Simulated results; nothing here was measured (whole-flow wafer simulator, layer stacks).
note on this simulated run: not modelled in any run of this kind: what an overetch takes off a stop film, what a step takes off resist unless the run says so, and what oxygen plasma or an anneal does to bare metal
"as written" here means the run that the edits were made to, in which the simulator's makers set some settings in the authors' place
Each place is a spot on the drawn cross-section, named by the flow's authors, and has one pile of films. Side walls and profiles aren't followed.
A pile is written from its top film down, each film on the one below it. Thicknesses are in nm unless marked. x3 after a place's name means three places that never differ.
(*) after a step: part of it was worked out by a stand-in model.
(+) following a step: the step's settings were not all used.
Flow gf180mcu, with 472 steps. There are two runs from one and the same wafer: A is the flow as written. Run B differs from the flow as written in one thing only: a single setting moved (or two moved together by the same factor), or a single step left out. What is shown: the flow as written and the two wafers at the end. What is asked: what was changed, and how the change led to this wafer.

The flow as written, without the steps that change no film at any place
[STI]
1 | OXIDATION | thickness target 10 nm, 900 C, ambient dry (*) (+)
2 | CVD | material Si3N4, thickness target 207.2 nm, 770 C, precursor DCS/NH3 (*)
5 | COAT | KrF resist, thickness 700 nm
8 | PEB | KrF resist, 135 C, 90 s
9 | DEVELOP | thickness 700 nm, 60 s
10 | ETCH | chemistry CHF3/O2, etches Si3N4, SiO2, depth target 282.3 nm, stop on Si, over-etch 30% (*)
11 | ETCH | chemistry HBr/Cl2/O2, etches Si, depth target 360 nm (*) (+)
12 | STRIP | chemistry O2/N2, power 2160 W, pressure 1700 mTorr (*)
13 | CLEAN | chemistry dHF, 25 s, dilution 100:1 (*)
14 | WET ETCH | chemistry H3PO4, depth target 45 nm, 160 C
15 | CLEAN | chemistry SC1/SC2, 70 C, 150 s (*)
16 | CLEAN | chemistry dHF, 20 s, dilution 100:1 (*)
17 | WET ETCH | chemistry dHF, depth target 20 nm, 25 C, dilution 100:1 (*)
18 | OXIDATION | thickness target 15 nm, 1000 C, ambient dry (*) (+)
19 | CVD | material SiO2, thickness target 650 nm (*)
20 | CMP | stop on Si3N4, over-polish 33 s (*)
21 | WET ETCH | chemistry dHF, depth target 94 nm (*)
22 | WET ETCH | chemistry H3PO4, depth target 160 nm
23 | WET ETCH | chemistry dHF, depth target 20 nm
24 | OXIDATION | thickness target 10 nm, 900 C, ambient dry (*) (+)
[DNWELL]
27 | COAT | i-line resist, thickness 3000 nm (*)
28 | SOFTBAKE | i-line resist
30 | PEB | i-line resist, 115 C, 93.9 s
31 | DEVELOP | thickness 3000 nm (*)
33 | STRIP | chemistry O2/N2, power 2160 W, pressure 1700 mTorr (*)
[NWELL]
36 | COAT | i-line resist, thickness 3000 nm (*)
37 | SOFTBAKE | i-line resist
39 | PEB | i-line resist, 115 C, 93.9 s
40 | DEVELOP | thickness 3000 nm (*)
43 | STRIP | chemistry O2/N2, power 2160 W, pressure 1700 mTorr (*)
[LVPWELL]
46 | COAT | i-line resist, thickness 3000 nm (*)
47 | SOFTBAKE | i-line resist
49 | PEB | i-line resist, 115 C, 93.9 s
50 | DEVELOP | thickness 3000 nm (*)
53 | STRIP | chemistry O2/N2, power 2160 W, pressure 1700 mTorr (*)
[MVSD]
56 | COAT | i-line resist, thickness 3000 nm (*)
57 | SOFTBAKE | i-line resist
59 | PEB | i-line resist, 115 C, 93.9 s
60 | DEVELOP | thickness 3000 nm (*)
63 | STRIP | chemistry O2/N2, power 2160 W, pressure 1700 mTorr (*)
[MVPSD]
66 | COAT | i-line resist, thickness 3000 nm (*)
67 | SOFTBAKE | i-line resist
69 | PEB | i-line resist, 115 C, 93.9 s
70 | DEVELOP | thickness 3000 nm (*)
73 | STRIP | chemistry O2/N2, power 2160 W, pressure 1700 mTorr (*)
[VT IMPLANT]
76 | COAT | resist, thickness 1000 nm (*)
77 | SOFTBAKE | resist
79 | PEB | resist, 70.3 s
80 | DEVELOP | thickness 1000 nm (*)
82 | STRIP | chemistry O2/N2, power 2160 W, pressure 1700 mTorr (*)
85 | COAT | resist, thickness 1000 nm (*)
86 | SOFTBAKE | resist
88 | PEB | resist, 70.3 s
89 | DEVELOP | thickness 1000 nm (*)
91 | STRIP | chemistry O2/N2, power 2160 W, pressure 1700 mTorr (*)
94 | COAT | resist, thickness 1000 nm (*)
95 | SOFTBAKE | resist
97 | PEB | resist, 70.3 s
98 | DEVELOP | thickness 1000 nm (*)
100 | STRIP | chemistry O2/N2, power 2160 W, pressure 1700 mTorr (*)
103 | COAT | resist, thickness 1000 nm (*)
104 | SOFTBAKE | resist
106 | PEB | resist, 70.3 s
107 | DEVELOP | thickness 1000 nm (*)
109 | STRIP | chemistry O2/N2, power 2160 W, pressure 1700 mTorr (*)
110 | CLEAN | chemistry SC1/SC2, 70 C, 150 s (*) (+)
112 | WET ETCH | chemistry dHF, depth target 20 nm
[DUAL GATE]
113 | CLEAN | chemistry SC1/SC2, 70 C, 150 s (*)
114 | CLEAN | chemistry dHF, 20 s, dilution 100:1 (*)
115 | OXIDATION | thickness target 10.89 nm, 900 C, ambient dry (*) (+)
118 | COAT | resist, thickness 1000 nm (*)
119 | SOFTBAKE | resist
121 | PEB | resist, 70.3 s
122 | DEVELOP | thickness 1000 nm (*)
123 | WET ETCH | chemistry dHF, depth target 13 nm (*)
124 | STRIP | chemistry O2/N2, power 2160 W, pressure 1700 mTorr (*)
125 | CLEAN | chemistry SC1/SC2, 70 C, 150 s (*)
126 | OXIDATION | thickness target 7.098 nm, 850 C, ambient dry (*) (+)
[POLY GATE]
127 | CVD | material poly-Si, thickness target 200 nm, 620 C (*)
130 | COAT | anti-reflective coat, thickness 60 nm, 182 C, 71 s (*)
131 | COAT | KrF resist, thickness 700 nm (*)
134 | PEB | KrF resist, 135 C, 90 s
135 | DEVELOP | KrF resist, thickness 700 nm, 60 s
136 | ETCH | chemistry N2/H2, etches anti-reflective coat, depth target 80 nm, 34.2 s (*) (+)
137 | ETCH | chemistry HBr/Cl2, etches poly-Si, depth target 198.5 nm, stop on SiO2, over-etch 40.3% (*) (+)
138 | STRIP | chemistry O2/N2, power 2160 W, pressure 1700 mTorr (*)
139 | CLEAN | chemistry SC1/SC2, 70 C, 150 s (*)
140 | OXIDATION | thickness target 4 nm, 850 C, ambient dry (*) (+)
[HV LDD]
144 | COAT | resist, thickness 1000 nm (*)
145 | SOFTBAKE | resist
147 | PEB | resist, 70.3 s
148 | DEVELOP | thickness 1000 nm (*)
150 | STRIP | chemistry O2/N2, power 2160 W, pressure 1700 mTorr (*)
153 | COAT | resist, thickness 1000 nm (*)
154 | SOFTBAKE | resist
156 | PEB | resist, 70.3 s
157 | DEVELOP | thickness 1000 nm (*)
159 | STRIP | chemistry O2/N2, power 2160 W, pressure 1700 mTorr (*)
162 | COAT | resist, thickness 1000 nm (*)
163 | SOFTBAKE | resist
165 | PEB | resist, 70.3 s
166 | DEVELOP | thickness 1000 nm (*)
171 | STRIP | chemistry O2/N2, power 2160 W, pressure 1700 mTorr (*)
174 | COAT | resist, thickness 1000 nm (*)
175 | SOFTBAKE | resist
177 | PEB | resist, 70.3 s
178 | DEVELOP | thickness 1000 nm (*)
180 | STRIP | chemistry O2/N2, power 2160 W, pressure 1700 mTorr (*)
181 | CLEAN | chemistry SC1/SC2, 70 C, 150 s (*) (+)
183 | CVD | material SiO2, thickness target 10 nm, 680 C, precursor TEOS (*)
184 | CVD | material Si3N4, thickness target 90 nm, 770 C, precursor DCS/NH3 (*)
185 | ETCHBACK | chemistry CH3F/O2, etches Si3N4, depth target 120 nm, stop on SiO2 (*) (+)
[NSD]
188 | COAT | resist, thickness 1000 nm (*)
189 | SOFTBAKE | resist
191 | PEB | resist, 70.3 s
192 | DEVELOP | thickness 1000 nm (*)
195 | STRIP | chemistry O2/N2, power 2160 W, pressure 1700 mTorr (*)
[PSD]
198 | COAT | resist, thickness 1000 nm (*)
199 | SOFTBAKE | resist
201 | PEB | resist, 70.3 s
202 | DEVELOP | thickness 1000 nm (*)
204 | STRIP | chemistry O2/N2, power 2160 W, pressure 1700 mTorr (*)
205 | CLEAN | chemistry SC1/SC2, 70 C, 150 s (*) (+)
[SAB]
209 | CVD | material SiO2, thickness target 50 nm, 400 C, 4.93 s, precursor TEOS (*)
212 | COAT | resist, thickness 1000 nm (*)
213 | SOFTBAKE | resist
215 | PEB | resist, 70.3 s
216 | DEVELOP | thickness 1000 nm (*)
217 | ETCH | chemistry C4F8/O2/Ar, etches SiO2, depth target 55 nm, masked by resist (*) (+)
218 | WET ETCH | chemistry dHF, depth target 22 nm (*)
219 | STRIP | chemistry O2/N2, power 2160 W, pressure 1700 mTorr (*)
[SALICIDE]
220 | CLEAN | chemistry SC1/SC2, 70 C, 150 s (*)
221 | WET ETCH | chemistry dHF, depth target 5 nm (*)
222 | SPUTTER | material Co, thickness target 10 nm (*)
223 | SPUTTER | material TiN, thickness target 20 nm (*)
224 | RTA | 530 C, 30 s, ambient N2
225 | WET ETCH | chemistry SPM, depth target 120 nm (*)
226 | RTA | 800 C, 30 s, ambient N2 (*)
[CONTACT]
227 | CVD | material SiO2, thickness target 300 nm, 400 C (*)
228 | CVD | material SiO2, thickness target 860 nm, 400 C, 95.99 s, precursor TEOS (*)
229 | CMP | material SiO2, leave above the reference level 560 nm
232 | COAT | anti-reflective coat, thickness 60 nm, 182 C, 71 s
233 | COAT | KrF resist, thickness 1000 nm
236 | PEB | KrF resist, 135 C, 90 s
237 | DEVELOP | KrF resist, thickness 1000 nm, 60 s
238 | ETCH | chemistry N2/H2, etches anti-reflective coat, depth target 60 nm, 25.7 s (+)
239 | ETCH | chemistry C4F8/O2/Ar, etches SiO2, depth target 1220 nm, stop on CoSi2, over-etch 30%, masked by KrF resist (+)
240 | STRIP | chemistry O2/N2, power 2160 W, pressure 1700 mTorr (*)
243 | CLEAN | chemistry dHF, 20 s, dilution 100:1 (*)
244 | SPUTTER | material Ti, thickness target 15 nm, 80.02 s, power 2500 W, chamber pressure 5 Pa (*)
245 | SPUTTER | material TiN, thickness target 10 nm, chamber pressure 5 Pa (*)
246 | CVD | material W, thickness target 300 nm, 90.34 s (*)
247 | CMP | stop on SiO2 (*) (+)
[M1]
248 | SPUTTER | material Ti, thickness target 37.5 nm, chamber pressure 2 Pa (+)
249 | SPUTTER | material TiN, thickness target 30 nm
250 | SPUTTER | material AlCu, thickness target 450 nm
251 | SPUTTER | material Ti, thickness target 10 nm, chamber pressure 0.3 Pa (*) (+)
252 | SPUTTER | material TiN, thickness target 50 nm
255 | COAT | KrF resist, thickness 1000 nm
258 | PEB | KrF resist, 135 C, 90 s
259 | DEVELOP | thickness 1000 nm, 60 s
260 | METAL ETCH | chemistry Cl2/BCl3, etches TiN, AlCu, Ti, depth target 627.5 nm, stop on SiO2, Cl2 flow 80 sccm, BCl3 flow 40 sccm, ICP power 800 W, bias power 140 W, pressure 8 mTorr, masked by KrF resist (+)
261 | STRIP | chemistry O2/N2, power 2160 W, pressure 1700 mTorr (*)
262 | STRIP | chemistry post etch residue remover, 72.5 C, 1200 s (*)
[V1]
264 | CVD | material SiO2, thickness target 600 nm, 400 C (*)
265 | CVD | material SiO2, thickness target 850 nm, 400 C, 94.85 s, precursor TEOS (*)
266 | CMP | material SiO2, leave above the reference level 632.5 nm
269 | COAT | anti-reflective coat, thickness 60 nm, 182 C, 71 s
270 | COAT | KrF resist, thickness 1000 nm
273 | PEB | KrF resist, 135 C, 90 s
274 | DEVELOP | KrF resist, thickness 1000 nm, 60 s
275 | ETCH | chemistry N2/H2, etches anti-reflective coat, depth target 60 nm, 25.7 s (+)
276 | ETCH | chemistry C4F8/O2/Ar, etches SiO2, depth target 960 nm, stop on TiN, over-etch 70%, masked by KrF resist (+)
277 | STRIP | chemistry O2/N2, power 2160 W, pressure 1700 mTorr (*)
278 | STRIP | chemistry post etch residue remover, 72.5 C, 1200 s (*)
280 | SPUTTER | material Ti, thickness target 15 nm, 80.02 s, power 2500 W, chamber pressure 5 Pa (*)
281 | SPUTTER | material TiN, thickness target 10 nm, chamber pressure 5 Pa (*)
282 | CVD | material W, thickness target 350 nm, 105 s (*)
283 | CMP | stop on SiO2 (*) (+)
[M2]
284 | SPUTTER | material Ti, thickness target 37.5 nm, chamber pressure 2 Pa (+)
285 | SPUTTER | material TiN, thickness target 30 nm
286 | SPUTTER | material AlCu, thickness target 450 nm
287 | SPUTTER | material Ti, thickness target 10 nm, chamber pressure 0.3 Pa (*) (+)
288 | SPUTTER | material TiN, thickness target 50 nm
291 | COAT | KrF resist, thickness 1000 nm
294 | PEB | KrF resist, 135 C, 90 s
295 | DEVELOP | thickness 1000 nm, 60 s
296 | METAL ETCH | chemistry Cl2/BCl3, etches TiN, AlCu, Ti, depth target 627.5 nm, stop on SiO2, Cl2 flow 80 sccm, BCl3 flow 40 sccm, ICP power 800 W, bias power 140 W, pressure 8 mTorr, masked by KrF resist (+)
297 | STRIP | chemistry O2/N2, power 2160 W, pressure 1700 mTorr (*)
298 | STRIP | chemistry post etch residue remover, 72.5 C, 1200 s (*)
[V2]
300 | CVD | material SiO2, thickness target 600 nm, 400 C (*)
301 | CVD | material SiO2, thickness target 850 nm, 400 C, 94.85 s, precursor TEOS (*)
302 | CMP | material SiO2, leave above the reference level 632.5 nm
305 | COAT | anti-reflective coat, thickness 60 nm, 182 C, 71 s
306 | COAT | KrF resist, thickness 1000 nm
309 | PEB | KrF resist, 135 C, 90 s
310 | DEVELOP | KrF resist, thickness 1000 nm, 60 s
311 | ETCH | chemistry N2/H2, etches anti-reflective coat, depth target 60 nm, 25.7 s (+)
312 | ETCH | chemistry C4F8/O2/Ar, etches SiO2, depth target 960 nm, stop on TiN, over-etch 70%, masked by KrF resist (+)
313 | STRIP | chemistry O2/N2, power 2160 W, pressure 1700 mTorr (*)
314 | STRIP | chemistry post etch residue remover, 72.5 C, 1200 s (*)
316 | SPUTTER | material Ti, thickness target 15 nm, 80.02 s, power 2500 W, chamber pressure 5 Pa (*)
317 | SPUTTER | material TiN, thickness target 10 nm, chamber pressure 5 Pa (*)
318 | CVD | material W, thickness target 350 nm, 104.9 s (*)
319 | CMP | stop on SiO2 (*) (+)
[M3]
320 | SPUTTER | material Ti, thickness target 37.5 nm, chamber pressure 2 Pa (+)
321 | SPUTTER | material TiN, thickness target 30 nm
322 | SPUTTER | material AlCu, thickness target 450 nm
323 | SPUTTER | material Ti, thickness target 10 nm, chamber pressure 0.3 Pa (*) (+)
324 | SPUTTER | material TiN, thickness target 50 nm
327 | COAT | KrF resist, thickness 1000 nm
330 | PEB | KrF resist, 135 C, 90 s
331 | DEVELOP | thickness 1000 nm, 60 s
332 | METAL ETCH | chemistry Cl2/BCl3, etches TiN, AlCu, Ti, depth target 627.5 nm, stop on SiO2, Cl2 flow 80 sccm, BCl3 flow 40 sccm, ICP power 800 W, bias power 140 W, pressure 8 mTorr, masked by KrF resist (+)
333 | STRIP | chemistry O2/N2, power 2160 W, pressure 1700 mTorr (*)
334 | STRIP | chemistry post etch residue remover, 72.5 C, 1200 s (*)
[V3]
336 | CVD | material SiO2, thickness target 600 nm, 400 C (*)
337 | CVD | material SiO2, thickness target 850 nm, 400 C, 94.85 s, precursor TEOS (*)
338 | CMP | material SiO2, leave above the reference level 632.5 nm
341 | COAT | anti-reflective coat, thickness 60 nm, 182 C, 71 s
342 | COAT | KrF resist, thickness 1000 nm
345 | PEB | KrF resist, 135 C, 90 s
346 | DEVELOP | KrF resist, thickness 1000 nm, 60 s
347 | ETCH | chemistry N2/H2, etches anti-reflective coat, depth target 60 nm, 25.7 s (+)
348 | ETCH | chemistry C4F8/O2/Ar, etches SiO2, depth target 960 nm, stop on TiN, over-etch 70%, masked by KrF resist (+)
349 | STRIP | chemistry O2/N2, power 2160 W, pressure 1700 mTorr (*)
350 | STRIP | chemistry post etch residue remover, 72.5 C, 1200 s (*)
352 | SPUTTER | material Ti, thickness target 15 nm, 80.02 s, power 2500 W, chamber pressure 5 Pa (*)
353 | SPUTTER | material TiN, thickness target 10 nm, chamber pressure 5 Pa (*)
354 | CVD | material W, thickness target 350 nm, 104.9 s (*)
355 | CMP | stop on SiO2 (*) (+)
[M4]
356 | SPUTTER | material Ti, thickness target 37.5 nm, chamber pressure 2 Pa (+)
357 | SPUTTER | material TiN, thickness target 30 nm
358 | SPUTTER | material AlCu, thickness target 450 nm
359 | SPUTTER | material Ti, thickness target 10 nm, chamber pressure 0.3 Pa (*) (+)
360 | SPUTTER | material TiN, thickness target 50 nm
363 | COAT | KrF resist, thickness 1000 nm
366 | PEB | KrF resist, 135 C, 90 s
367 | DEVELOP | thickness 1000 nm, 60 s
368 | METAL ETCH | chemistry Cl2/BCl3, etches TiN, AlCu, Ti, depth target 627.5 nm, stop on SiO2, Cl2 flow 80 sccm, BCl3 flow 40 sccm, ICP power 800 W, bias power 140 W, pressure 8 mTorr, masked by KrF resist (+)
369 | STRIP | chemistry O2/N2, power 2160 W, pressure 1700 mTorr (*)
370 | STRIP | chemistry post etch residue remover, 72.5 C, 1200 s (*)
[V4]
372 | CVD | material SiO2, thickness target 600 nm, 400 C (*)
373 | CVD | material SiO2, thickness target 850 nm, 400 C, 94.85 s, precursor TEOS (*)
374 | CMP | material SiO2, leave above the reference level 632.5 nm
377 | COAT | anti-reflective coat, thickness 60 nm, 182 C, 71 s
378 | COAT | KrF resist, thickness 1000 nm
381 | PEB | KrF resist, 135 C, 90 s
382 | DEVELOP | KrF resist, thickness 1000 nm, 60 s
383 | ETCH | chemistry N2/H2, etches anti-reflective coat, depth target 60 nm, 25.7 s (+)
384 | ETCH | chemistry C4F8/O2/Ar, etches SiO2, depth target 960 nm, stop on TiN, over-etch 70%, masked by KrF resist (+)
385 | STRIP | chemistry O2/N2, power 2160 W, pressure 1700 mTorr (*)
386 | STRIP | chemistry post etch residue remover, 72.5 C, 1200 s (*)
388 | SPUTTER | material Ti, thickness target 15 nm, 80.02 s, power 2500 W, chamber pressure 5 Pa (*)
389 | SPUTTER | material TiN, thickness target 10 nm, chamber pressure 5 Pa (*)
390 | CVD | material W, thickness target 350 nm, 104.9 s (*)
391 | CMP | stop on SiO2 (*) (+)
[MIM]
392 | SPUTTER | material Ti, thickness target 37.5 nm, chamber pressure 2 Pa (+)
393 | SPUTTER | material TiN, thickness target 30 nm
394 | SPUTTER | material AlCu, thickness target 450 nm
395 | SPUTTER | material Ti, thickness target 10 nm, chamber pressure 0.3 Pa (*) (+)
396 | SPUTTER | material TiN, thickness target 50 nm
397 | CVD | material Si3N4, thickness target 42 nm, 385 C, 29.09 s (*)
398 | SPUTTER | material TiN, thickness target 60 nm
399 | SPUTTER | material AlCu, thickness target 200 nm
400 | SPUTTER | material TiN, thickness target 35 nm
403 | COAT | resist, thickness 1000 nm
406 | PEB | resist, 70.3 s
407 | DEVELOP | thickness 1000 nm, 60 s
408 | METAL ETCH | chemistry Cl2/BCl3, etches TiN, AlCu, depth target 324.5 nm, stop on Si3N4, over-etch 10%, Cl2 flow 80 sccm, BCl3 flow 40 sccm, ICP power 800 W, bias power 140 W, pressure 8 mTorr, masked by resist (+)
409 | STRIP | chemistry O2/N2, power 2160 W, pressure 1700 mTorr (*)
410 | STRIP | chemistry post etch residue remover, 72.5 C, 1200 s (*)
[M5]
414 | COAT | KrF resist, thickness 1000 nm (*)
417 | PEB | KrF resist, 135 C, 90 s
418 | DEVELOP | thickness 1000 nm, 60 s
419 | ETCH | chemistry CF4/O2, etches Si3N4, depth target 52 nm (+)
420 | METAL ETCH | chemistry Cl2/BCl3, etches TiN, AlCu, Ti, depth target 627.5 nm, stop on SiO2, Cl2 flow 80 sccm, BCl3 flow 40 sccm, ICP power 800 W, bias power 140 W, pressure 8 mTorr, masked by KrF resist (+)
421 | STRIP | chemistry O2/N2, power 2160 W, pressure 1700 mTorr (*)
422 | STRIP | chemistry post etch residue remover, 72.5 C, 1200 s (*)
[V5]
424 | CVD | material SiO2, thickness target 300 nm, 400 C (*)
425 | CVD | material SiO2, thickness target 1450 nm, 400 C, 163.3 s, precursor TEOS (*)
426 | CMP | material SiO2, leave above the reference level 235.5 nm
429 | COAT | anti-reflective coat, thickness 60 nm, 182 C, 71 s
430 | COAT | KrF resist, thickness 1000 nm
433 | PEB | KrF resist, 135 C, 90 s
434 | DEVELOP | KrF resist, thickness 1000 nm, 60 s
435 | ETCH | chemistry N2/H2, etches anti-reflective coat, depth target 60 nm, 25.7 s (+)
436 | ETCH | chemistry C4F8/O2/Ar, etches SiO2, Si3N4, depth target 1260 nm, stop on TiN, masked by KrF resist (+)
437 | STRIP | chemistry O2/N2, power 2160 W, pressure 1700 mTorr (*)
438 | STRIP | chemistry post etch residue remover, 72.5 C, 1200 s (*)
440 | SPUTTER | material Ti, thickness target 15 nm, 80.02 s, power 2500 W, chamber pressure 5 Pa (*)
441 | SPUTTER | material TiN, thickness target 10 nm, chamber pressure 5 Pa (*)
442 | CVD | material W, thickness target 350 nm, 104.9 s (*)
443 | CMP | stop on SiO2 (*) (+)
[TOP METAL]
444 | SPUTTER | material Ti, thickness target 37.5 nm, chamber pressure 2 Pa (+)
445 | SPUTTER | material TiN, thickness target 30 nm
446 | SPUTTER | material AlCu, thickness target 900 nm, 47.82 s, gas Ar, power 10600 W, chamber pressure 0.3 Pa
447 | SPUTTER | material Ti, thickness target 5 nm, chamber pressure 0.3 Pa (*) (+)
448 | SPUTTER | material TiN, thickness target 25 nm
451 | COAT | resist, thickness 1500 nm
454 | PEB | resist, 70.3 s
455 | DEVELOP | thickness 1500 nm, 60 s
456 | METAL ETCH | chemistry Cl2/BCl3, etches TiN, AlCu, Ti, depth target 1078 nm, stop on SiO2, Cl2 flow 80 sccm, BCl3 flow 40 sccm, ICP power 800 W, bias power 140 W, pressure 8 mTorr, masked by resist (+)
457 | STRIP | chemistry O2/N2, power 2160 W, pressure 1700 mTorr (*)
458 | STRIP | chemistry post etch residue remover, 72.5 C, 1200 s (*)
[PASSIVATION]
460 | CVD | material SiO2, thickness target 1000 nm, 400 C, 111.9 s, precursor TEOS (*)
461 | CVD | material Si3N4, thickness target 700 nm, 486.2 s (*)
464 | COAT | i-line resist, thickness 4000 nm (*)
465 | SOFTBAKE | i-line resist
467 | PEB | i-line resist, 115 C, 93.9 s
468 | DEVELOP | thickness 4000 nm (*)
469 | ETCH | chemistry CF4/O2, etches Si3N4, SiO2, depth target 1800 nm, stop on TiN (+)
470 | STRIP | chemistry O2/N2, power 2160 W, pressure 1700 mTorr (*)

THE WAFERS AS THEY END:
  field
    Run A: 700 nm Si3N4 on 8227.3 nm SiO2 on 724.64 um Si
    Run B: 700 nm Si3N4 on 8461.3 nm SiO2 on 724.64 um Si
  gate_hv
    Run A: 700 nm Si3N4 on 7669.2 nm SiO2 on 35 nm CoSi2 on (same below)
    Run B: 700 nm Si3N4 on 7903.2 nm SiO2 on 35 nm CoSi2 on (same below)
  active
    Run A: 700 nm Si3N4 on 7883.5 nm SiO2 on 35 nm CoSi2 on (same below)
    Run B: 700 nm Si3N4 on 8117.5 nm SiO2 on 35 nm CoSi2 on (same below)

The reason: step 374, CMP: leave above the reference level 866.5 nm was run, whereas the flow has leave above the reference level 632.5 nm.

Step by step, how the change led to this:
  374 | CMP | material SiO2, leave above the reference level 632.5 nm
      field, field__w1, field__w2 and 103 more: A SiO2 loses 300 | B SiO2 loses 66
      field__w8, contact, m1, m1__w1, m1_nw: A SiO2 loses 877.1 | B SiO2 loses 643.1
  384 | ETCH | chemistry C4F8/O2/Ar, etches SiO2, depth target 960 nm, stop on TiN, over-etch 70%, masked by KrF resist (+)
      contact: A SiO2 loses 572.5 (all of it) | B SiO2 loses 806.5 (all of it)
  388 | SPUTTER | material Ti, thickness target 15 nm, 80.02 s, power 2500 W, chamber pressure 5 Pa (*)
      contact: A Ti gains 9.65 (new film) | B Ti gains 8.43 (new film)
  389 | SPUTTER | material TiN, thickness target 10 nm, chamber pressure 5 Pa (*)
      contact: A TiN gains 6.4 (new film) | B TiN gains 5.59 (new film)
  390 | CVD | material W, thickness target 350 nm, 104.9 s (*)
      contact: A W gains 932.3 (new film) | B W gains 1168.3 (new film)
